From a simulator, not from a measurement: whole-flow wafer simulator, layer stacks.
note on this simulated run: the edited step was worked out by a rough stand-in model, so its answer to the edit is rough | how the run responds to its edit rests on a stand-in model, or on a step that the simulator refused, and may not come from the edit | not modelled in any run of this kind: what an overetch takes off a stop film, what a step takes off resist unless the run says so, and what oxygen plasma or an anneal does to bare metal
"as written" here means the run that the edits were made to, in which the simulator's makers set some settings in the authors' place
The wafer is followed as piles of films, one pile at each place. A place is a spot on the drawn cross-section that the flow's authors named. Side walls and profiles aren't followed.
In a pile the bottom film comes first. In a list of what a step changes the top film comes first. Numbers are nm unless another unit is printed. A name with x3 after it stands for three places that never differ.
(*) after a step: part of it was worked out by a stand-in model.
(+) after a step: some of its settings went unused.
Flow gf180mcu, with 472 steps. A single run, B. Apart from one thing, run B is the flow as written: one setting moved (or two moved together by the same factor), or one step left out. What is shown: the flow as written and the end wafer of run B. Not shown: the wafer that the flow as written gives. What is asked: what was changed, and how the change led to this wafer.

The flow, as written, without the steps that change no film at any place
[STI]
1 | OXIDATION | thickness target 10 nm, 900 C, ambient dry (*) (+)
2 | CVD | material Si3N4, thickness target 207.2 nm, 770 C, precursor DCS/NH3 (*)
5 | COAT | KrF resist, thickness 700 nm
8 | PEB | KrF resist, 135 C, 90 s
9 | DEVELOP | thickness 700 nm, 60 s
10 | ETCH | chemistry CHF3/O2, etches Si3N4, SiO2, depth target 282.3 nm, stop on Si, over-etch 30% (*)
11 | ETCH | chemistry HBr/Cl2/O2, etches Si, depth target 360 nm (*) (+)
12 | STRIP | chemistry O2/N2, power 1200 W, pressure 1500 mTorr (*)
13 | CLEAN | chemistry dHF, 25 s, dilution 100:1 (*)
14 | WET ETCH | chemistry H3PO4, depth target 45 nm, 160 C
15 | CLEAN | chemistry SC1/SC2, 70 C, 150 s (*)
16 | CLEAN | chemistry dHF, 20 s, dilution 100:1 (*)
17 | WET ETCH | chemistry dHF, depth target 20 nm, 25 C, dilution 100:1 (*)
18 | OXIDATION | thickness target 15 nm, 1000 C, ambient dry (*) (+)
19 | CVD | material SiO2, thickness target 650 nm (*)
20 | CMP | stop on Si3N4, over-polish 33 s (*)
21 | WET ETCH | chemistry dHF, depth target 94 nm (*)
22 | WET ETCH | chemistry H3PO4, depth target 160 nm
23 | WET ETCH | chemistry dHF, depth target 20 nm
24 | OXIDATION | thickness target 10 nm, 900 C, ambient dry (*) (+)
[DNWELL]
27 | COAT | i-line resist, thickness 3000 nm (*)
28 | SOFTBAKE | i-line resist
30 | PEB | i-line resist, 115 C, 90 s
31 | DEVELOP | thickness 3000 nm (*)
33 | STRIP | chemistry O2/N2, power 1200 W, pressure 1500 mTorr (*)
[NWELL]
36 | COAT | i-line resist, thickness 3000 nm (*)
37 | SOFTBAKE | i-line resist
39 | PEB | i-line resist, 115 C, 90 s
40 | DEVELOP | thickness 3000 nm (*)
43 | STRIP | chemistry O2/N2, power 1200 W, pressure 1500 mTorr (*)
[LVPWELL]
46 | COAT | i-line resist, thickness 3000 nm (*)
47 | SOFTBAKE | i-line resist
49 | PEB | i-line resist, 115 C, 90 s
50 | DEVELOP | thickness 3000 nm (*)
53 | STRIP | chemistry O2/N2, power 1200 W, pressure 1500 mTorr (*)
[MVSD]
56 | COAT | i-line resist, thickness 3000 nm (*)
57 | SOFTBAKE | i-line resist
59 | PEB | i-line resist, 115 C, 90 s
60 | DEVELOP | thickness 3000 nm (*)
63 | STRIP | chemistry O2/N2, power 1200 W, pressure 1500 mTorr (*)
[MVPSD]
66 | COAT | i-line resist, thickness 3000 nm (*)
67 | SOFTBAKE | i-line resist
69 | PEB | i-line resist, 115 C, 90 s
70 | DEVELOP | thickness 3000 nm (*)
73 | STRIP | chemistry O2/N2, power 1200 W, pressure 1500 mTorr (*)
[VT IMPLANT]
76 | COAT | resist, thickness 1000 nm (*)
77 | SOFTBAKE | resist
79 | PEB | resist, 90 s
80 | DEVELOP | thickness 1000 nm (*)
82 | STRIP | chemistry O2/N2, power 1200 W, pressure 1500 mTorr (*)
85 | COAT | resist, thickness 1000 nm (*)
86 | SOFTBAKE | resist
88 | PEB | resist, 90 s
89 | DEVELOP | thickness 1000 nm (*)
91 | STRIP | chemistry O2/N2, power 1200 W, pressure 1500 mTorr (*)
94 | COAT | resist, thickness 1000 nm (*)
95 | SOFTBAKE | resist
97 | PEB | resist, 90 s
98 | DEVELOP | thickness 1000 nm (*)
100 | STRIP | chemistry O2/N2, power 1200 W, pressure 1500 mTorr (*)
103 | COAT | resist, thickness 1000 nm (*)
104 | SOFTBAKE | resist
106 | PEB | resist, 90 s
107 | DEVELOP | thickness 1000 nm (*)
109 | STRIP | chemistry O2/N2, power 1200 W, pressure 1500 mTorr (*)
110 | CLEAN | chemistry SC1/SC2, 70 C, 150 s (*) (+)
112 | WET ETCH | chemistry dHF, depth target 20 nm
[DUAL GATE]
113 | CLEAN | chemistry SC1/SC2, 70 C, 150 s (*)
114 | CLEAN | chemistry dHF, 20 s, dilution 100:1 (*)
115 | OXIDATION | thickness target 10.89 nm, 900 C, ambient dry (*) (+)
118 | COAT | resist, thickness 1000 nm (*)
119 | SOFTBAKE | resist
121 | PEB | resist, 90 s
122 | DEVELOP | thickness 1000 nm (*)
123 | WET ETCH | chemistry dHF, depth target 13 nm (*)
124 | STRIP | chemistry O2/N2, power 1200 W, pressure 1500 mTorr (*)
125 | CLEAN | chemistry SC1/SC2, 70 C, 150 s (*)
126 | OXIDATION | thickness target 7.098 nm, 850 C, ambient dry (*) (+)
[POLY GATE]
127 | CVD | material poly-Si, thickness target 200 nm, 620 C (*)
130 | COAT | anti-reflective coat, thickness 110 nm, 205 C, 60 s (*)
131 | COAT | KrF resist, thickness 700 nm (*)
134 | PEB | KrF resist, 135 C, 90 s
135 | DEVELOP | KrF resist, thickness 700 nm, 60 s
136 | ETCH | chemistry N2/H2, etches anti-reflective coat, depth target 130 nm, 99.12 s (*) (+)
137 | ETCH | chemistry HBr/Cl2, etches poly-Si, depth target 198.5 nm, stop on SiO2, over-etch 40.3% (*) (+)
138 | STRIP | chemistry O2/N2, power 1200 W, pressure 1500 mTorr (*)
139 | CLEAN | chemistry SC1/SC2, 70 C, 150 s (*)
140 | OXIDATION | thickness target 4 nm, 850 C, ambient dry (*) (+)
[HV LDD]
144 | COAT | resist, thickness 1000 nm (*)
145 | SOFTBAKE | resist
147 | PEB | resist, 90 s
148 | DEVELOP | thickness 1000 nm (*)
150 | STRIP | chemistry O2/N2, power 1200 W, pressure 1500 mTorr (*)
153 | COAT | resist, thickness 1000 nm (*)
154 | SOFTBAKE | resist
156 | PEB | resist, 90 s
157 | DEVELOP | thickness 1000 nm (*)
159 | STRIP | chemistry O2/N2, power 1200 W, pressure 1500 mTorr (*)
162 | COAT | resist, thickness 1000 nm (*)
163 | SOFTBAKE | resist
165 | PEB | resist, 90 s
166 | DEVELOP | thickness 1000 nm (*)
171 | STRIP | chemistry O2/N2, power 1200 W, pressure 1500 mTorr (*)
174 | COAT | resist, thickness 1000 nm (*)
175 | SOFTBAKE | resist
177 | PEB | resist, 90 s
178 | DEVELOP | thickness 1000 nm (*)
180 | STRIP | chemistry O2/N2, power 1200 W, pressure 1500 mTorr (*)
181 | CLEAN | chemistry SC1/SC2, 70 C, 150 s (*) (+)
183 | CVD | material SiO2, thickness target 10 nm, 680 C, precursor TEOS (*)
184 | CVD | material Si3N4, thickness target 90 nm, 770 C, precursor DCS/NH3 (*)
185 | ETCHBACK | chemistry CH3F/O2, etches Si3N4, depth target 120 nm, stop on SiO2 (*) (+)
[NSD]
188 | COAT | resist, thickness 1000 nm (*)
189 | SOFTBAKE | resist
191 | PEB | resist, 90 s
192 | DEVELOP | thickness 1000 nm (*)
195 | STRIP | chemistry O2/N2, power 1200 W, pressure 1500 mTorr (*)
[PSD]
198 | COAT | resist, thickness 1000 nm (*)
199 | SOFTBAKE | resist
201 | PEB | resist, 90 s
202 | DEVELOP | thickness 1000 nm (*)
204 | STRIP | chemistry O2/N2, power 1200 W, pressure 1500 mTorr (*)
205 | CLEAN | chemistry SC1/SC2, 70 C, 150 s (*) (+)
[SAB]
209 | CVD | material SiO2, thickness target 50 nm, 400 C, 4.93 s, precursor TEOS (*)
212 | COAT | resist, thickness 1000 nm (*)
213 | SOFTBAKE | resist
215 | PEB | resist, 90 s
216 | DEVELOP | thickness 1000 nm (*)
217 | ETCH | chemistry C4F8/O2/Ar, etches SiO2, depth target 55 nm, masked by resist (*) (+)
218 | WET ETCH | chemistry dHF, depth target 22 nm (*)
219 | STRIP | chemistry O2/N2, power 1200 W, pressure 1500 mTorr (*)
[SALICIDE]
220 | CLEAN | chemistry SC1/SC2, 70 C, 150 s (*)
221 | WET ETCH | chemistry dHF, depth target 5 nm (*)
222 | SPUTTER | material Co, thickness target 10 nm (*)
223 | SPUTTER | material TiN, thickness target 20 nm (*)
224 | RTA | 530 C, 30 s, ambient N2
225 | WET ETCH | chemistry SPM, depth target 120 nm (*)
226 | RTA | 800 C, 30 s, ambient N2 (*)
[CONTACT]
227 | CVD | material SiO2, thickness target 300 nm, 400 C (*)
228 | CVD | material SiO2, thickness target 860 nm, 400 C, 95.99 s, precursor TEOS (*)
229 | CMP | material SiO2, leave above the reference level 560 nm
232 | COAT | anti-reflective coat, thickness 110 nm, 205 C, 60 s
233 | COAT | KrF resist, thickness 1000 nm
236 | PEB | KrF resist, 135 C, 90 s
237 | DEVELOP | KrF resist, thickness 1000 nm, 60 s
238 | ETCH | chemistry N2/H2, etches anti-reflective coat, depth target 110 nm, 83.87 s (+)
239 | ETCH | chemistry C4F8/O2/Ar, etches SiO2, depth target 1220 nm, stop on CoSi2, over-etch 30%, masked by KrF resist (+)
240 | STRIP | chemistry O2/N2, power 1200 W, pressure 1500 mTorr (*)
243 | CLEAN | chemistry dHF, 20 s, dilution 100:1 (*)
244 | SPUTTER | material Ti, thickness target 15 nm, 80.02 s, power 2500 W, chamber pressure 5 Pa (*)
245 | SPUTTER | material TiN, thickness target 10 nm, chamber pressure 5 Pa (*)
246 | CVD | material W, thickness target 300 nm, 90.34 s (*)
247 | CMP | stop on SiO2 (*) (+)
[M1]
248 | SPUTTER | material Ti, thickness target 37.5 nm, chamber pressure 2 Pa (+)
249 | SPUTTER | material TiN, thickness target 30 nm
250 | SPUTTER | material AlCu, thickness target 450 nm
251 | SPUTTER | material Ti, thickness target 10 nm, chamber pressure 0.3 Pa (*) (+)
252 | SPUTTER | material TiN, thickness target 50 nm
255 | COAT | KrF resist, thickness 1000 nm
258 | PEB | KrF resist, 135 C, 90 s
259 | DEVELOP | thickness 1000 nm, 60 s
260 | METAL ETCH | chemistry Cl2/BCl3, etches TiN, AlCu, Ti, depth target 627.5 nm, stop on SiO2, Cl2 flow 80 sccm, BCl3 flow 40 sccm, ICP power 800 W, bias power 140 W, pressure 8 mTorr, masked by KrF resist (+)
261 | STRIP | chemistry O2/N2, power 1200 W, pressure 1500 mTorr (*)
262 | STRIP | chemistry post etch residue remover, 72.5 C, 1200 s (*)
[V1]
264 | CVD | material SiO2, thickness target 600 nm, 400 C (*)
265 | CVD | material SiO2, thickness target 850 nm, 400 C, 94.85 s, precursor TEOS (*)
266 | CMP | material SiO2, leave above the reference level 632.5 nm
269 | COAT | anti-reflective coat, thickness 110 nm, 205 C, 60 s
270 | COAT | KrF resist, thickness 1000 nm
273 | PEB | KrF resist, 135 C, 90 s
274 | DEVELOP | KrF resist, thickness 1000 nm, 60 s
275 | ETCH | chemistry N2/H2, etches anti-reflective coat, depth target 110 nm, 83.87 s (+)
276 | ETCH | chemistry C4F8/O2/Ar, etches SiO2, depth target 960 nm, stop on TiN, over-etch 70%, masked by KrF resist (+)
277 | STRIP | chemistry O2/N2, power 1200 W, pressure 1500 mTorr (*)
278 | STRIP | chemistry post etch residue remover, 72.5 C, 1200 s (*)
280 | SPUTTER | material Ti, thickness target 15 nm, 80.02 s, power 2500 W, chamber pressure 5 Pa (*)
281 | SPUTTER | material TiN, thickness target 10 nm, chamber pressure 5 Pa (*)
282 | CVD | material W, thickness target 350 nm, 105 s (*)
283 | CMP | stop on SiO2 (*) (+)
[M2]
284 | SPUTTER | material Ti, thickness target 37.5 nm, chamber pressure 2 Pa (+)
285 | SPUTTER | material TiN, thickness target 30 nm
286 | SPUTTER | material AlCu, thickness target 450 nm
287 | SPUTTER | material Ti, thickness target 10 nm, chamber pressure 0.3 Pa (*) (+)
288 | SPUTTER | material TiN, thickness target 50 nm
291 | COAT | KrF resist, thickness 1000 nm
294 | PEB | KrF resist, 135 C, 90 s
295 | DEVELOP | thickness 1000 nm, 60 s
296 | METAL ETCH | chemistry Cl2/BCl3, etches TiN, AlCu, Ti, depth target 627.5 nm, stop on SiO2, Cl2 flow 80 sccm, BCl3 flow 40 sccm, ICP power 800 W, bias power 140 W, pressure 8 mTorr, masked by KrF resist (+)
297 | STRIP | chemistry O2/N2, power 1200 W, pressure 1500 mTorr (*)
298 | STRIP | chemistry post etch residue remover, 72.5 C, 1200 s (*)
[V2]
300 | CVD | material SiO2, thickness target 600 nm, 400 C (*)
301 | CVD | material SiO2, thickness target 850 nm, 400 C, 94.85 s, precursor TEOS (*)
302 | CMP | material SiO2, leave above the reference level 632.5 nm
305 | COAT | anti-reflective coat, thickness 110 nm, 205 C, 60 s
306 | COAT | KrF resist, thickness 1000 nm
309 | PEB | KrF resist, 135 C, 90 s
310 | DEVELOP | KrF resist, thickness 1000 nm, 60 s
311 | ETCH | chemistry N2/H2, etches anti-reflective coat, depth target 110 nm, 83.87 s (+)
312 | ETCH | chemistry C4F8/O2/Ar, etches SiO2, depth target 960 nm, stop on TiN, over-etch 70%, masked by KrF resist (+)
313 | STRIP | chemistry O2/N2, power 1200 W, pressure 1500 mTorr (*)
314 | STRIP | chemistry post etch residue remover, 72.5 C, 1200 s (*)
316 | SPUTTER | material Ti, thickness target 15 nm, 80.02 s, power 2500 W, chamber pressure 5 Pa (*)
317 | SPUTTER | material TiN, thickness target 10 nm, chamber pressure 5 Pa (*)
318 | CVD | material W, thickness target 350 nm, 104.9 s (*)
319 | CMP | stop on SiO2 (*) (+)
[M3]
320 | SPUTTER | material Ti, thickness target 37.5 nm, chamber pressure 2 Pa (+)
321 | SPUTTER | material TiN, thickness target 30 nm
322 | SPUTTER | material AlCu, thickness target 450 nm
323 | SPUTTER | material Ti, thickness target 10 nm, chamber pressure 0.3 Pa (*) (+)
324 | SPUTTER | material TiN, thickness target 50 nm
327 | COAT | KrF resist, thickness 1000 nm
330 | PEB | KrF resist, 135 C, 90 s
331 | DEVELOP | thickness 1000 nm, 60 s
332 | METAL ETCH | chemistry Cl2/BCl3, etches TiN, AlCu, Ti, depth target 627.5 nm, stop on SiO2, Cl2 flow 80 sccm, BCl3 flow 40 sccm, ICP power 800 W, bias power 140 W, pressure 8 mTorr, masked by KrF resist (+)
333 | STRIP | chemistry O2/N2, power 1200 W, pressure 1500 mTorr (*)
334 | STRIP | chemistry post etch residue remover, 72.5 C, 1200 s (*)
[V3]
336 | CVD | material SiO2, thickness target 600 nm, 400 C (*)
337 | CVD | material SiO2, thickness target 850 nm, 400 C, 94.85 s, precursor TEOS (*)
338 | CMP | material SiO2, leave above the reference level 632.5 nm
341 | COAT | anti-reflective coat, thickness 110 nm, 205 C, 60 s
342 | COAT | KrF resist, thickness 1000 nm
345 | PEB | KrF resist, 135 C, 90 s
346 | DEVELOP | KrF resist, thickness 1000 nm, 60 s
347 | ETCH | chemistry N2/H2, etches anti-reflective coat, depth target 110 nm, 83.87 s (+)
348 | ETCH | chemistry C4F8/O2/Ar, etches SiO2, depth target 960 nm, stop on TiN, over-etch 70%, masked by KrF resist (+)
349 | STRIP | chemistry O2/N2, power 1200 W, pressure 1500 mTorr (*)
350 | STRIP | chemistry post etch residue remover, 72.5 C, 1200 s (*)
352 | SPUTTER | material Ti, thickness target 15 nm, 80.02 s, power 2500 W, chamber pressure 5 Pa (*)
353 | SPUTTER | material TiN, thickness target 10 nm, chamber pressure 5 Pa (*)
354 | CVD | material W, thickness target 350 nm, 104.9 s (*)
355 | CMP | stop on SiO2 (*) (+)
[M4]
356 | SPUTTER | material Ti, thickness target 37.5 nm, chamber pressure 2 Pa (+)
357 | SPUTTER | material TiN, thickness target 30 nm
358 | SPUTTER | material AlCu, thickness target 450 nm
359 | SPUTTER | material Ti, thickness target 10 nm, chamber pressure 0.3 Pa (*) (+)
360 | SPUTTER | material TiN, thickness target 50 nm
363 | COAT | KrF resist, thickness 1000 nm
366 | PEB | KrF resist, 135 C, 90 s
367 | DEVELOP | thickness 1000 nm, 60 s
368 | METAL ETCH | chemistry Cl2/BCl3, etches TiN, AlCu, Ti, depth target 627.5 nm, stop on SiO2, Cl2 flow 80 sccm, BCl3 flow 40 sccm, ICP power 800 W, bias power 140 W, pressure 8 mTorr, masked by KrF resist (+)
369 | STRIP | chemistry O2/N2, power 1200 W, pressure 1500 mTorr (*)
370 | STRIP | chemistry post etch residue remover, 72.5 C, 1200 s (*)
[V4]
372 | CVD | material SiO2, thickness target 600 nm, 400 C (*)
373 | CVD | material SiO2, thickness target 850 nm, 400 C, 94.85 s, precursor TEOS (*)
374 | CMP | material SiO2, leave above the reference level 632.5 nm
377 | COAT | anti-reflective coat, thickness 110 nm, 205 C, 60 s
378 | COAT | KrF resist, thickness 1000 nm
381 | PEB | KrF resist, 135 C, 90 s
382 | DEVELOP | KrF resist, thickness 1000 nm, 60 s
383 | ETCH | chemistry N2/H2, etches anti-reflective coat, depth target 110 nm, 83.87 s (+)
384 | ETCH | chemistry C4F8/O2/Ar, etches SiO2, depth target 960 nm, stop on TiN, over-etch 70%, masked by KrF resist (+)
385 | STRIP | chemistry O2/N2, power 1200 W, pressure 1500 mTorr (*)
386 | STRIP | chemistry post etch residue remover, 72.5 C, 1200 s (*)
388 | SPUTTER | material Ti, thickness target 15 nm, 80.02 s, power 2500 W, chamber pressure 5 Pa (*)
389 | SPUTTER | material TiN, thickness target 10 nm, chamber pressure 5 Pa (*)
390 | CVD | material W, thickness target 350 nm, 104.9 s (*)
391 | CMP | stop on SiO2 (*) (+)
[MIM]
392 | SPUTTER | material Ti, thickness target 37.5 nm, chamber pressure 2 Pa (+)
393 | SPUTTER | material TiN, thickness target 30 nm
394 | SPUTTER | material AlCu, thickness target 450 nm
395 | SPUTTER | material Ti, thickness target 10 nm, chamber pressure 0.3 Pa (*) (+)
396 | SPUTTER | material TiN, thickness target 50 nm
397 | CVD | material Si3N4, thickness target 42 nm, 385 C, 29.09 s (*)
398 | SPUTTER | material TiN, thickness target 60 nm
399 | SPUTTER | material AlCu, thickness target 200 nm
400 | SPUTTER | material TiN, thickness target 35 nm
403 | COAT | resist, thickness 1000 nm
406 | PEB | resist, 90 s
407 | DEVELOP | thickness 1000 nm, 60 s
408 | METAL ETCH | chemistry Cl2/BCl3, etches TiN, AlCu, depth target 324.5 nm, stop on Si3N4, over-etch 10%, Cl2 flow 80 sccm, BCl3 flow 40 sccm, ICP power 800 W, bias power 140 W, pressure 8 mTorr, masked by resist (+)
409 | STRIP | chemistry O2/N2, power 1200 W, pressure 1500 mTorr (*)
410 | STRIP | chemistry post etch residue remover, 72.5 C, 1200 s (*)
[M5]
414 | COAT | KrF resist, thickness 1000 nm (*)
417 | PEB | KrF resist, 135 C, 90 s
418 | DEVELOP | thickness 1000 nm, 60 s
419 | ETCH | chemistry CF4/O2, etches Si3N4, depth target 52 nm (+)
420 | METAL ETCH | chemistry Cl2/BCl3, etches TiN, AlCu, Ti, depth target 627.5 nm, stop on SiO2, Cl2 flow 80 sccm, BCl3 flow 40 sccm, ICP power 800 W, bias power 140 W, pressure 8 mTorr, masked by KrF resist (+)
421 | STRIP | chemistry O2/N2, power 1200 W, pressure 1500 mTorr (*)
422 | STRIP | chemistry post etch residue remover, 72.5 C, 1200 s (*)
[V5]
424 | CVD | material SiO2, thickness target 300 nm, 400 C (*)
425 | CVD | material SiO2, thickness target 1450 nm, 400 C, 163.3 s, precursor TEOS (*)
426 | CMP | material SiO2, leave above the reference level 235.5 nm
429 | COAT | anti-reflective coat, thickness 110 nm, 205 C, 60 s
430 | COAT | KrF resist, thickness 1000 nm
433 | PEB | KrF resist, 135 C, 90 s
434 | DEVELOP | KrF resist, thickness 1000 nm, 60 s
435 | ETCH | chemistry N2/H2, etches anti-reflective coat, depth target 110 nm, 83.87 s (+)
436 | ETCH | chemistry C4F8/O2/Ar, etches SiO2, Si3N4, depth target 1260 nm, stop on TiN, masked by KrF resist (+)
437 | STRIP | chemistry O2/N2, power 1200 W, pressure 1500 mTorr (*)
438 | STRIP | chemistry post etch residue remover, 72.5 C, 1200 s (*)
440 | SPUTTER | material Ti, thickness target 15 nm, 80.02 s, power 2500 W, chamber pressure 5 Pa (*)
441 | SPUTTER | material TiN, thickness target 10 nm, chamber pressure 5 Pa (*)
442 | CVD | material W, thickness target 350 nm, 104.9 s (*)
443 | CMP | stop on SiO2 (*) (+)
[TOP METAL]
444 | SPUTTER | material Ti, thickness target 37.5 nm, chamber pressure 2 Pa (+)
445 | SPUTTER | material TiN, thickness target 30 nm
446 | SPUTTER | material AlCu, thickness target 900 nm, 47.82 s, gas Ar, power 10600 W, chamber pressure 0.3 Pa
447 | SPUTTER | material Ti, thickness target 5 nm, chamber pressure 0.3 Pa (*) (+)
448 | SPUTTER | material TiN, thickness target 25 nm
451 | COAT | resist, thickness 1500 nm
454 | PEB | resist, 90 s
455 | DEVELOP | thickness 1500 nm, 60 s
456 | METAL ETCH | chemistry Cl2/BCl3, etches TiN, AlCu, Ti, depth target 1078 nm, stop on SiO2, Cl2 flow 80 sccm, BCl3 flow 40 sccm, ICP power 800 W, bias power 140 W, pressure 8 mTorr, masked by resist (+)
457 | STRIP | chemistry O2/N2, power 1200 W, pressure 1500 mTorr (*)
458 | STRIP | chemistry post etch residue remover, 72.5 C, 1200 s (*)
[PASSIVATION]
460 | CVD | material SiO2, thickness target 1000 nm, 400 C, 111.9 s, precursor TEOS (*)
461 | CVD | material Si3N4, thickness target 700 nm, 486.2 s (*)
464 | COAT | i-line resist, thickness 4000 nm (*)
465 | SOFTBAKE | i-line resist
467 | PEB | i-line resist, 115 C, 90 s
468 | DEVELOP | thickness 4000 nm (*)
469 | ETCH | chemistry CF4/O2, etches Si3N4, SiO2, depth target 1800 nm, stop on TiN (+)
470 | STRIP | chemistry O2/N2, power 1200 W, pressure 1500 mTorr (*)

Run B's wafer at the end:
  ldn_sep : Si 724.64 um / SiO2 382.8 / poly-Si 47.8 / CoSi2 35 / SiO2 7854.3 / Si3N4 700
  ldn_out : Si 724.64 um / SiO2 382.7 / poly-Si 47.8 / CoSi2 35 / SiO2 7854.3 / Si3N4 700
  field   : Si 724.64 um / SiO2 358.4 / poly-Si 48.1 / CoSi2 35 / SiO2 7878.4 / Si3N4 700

The reason: step 137, ETCH: depth target 79.4 nm was run, while the flow as written has depth target 198.5 nm.

Step by step, how the change led to this:
  137 | ETCH | chemistry HBr/Cl2, etches poly-Si, depth target 198.5 nm, stop on SiO2, over-etch 40.3% (*) (+)
      field, field__w3, field__w12 and 10 more: -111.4 poly-Si (as written it would have been: -198.6 poly-Si (all of it), -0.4 SiO2)
      active, n_well, sd_p and 9 more: -111.4 poly-Si (as written it would have been: -198.7 poly-Si (all of it), -0.4 SiO2)
      (as well as at 67 more places)
  138 | STRIP | chemistry O2/N2, power 1200 W, pressure 1500 mTorr (*)
      field, field__w2, field__w3 and 29 more: +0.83 chemical SiO2 (new film), -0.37 poly-Si (as written it would have been: nothing)
      field__w1, field__w6, field_sub__w3 and 29 more: +0.83 chemical SiO2 (new film), -0.36 poly-Si (as written it would have been: nothing)
      (as well as at 28 more places)
  139 | CLEAN | chemistry SC1/SC2, 70 C, 150 s (*)
      field, field__w1, field__w2 and 34 more: -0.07 chemical SiO2, -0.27 poly-Si (as written it would have been: -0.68 SiO2)
  140 | OXIDATION | thickness target 4 nm, 850 C, ambient dry (*) (+)
      field, field__w1, field__w2 and 21 more: +4 SiO2 (new film), -0.76 chemical SiO2 (all of it), -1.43 poly-Si (as written it would have been: +0.15 SiO2, -0.07 Si)
      active_hv, active_nat, ld_sd_n and 11 more: +4 SiO2 (new film), -0.76 chemical SiO2 (all of it), -1.43 poly-Si (as written it would have been: +0.96 SiO2, -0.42 Si)
      (as well as at 26 more places)
  144 | COAT | resist, thickness 1000 nm (*)
      field_sub__w4: +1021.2 resist (new film) (as written it would have been: +1047.6 resist (new film))
      gate: +912.9 resist (new film) (as written it would have been: +837.4 resist (new film))
      (as well as at 34 more places)
  145 | SOFTBAKE | resist
      ldn_sep, ldp_sep__w1: +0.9 resist (as written it would have been: +1.69 resist)
      ldn_sep__w1, ldp_sep: +0.87 resist (as written it would have been: +1.58 resist)
      (as well as at 46 more places)
  147 | PEB | resist, 90 s
      field__w7, field__w12: -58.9 resist (as written it would have been: -60.3 resist)
      field__w11, field__w13: -58.7 resist (as written it would have been: -59.9 resist)
      (as well as at 36 more places)
  148 | DEVELOP | thickness 1000 nm (*)
      gate: -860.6 resist (all of it) (as written it would have been: -789.1 resist (all of it))
      npoly_u: -858.1 resist (all of it) (as written it would have been: -790.2 resist (all of it))
      (as well as at 3 more places)
  150 | STRIP | chemistry O2/N2, power 1200 W, pressure 1500 mTorr (*)
      field_sub__w4: -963 resist (all of it) (as written it would have been: -988.2 resist (all of it))
      gate_hv: -860.5 resist (all of it) (as written it would have been: -795.2 resist (all of it))
      (as well as at 29 more places)
  153 | COAT | resist, thickness 1000 nm (*)
      field_sub__w4: +1021.2 resist (new film) (as written it would have been: +1047.6 resist (new film))
      gate: +912.9 resist (new film) (as written it would have been: +837.4 resist (new film))
      (as well as at 34 more places)
  154 | SOFTBAKE | resist
      ldn_sep, ldp_sep__w1: +0.9 resist (as written it would have been: +1.69 resist)
      ldn_sep__w1, ldp_sep: +0.87 resist (as written it would have been: +1.58 resist)
      (as well as at 46 more places)
  156 | PEB | resist, 90 s
      field__w7, field__w12: -58.9 resist (as written it would have been: -60.3 resist)
      field__w11, field__w13: -58.7 resist (as written it would have been: -59.9 resist)
      (as well as at 36 more places)
  157 | DEVELOP | thickness 1000 nm (*)
      gate_p: -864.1 resist (all of it) (as written it would have been: -795.2 resist (all of it))
      ppoly_u: -859.9 resist (all of it) (as written it would have been: -793.1 resist (all of it))
      (as well as at 3 more places)
  159 | STRIP | chemistry O2/N2, power 1200 W, pressure 1500 mTorr (*)
      field_sub__w4: -963 resist (all of it) (as written it would have been: -988.2 resist (all of it))
      gate: -860.6 resist (all of it) (as written it would have been: -789.1 resist (all of it))
      (as well as at 29 more places)
  162 | COAT | resist, thickness 1000 nm (*)
      field_sub__w4: +1021.2 resist (new film) (as written it would have been: +1047.6 resist (new film))
      gate: +912.9 resist (new film) (as written it would have been: +837.4 resist (new film))
      (as well as at 34 more places)
  163 | SOFTBAKE | resist
      ldn_sep, ldp_sep__w1: +0.9 resist (as written it would have been: +1.69 resist)
      ldn_sep__w1, ldp_sep: +0.87 resist (as written it would have been: +1.58 resist)
      (as well as at 46 more places)
  ... another 36 steps ...
  246 | CVD | material W, thickness target 300 nm, 90.34 s (*)
      polyc_n, polyc_p: +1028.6 W (new film) (as written it would have been: +936 W (new film))
Taking metal films that touch as one body, ldn_sep has 1 body; the flow as written gives 0 bodies.
Taking metal films that touch as one body, ldn_out has 1 body; the flow as written gives 0 bodies.
Taking metal films that touch as one body, field has 1 body; the flow as written gives 0 bodies.
